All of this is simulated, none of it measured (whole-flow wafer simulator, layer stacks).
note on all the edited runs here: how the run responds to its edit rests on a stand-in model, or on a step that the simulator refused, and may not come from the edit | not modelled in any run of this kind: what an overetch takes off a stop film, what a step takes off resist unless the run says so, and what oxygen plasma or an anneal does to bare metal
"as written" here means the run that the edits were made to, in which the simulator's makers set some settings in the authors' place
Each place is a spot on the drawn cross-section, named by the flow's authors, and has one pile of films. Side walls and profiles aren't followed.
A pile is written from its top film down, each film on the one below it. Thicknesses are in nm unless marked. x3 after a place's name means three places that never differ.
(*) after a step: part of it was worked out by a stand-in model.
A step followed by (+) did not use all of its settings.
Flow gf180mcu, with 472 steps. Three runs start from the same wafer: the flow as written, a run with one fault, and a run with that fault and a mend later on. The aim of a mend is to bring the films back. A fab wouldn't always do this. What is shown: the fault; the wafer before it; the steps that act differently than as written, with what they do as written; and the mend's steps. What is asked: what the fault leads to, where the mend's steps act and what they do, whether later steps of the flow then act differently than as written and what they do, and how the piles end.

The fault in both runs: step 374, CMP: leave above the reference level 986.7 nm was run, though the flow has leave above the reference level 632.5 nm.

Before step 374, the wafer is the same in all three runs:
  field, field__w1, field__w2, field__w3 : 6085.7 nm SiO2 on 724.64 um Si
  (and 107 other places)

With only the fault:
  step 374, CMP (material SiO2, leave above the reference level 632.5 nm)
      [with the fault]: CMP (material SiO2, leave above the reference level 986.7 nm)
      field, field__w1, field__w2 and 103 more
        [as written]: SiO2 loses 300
        [with the fault]: nothing
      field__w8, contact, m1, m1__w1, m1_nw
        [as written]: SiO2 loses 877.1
        [with the fault]: SiO2 loses 522.9
  Later steps of the flow acting differently than as written (8 more steps, not shown, differ only slightly: by at most 2% or 0.5 nm, whichever is larger):
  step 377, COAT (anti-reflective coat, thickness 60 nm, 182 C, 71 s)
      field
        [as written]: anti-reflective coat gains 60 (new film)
        [with the fault]: anti-reflective coat gains 81.7 (new film)
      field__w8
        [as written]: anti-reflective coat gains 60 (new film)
        [with the fault]: anti-reflective coat gains 30.4 (new film)
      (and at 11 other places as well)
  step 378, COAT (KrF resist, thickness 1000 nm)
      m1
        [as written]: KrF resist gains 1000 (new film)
        [with the fault]: KrF resist gains 979.3 (new film)
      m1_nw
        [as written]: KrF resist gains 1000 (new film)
        [with the fault]: KrF resist gains 977.5 (new film)
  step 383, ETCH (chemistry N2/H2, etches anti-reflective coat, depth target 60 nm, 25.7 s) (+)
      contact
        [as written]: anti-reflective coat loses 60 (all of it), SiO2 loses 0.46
        [with the fault]: anti-reflective coat loses 33.2 (all of it), SiO2 loses 1.15
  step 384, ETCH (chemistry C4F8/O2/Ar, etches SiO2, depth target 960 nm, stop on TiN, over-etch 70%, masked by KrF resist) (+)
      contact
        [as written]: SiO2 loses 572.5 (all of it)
        [with the fault]: SiO2 loses 926 (all of it)
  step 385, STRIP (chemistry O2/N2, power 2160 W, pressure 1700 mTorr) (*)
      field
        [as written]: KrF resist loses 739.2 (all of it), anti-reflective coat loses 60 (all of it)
        [with the fault]: KrF resist loses 728.9 (all of it), anti-reflective coat loses 81.7 (all of it)
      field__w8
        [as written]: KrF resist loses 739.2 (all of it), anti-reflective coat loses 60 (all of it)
        [with the fault]: KrF resist loses 733.5 (all of it), anti-reflective coat loses 30.4 (all of it)
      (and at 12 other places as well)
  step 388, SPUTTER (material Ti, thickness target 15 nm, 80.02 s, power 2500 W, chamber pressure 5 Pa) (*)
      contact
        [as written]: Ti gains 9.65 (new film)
        [with the fault]: Ti gains 8.11 (new film)
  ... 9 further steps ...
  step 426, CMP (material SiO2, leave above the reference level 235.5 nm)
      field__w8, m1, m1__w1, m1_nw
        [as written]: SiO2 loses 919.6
        [with the fault]: SiO2 loses 971.8
  At field, field__w1, field__w2 and 109 more, the piles at the end differ from the flow's by more than 2% or 0.5 nm, whichever is larger.
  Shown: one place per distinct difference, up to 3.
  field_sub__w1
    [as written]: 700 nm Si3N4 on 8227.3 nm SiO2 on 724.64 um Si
    [with the fault]: 700 nm Si3N4 on 8527.2 nm SiO2 on 724.64 um Si
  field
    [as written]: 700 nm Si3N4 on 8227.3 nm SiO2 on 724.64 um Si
    [with the fault]: 700 nm Si3N4 on 8527.3 nm SiO2 on 724.64 um Si
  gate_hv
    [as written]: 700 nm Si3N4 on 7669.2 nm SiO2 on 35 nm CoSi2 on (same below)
    [with the fault]: 700 nm Si3N4 on 7969.1 nm SiO2 on 35 nm CoSi2 on (same below)

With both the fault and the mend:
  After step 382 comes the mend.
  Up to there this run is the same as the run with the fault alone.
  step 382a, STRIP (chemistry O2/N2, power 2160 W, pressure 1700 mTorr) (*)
      iso_ptap_pw, iso_ntap_nw, iso_nw_fld and 33 more
        KrF resist loses 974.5 (all of it), anti-reflective coat loses 60 (all of it)
      field__w7, field__w11, field__w12 and 7 more
        KrF resist loses 975.1 (all of it), anti-reflective coat loses 60.2 (all of it)
      field_sub, field_sub__w1, field_sub__w3 and 7 more
        KrF resist loses 975 (all of it), anti-reflective coat loses 60.2 (all of it)
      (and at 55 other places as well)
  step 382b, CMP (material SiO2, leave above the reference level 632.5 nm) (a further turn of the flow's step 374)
      field, field__w1, field__w2 and 103 more
        SiO2 loses 300
      field__w8, contact, m1, m1__w1, m1_nw
        SiO2 loses 354.2
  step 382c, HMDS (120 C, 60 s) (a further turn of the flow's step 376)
      alters no film at any place that is followed
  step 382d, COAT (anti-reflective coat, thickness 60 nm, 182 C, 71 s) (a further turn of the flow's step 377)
      field, field__w1, field__w2 and 108 more
        anti-reflective coat gains 60 (new film)
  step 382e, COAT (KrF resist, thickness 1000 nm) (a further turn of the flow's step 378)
      field, field__w1, field__w2 and 108 more
        KrF resist gains 1000 (new film)
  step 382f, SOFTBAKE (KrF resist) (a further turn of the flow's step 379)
      alters no film at any place that is followed
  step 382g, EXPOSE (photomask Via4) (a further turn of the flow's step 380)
      alters no film at any place that is followed
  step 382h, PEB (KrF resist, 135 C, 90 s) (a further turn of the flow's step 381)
      field, field__w1, field__w2 and 108 more
        KrF resist loses 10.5
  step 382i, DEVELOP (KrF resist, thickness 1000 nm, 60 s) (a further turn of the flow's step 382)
      field, field__w1, field__w2 and 107 more
        KrF resist loses 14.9
      contact
        KrF resist loses 989.5 (all of it)
  Later steps of the flow that are run all act as written at every place that is followed.
  The piles end the same as the flow's at every place that both follow.
